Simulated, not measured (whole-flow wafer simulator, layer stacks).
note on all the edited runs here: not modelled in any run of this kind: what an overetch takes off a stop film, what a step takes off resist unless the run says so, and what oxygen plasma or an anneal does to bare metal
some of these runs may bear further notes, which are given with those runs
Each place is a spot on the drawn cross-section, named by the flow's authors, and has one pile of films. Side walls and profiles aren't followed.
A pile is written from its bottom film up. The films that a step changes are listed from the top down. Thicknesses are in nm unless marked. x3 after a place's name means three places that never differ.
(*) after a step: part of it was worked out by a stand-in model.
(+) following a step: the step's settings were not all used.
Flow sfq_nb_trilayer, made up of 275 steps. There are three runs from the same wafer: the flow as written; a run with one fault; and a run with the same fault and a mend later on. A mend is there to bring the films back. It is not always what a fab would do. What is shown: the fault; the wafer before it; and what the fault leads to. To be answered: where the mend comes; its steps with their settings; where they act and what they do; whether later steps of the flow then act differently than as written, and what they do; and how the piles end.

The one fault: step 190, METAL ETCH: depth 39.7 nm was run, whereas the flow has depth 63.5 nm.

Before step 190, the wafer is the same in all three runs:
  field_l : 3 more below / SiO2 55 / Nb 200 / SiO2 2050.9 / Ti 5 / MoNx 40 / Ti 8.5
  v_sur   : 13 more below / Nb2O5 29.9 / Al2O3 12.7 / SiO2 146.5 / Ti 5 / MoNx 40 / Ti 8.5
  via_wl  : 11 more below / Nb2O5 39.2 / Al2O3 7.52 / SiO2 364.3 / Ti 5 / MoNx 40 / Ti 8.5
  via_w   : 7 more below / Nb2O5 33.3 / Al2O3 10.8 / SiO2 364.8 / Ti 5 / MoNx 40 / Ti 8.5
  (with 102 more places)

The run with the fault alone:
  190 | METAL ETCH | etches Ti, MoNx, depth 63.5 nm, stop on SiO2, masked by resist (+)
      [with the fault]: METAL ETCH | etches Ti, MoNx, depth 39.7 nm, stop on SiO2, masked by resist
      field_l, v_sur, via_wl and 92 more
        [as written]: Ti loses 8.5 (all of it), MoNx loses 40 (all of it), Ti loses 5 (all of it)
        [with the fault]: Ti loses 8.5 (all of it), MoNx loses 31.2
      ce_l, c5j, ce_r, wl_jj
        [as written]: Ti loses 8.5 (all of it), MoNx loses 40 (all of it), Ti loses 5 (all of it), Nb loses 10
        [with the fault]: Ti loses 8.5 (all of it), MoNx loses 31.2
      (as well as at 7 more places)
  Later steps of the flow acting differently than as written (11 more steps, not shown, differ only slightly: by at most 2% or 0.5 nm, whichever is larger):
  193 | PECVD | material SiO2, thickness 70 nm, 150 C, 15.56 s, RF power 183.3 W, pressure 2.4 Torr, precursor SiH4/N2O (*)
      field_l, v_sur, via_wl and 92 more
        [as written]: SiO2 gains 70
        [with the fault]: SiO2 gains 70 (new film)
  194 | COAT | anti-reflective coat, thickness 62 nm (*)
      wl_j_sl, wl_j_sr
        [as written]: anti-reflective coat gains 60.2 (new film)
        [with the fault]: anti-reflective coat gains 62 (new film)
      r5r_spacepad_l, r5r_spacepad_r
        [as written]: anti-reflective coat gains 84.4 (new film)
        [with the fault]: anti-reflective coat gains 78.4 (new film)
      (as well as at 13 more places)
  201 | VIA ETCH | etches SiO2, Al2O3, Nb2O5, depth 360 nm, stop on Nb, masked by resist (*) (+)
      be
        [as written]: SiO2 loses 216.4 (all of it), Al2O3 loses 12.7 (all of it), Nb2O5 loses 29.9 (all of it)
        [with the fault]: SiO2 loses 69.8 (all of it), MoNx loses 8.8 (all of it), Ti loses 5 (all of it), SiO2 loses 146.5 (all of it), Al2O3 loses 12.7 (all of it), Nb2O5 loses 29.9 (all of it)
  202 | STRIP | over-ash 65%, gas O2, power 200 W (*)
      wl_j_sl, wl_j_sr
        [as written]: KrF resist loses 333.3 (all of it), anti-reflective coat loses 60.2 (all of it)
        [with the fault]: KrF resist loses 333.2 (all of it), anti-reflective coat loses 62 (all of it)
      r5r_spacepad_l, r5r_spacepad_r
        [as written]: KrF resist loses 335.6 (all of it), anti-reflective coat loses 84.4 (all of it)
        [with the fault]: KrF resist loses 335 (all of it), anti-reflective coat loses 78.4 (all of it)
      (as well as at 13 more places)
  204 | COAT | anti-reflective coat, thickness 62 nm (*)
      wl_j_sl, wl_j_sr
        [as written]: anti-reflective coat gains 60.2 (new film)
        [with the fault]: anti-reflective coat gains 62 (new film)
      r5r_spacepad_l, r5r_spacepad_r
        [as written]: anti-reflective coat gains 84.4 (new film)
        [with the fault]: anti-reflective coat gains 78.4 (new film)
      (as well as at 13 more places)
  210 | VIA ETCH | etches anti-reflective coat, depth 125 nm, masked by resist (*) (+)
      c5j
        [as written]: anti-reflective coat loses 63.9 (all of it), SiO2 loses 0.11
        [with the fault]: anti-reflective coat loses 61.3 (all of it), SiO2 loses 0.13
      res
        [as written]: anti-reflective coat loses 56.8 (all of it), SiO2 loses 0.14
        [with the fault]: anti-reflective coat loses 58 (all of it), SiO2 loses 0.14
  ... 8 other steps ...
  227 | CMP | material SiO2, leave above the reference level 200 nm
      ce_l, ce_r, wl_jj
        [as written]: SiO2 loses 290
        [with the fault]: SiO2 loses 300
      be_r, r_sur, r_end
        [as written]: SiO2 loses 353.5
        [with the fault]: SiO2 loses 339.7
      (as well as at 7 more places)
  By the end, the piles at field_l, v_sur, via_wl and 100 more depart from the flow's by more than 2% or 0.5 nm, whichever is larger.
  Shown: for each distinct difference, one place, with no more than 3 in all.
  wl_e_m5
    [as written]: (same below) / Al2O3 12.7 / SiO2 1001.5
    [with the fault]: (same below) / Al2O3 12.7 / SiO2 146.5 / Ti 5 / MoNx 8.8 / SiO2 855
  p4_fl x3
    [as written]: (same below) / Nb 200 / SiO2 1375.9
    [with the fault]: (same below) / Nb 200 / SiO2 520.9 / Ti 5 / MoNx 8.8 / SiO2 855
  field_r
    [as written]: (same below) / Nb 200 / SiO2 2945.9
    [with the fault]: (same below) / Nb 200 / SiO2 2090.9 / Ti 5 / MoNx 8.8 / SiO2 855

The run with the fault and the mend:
  The mend stands after step 190.
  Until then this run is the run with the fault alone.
  190a | METAL ETCH | etches Ti, MoNx, depth 23.8 nm, stop on SiO2, masked by resist (+) (the flow's step 190 again, with other settings)
      field_l, v_sur, via_wl and 92 more
        MoNx loses 8.8 (all of it), Ti loses 5 (all of it)
      be_r, r_sur, res, r_end, r5r_line_l, r5r_line_c, r5r_line_r
        KrF resist loses 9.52
      ce_l, c5j, ce_r, wl_jj
        MoNx loses 8.8 (all of it), Ti loses 5 (all of it), Nb loses 10
  Later steps of the flow that are run all act as written at every place that is followed.
  At every place that both follow, the piles at the end match the flow's.
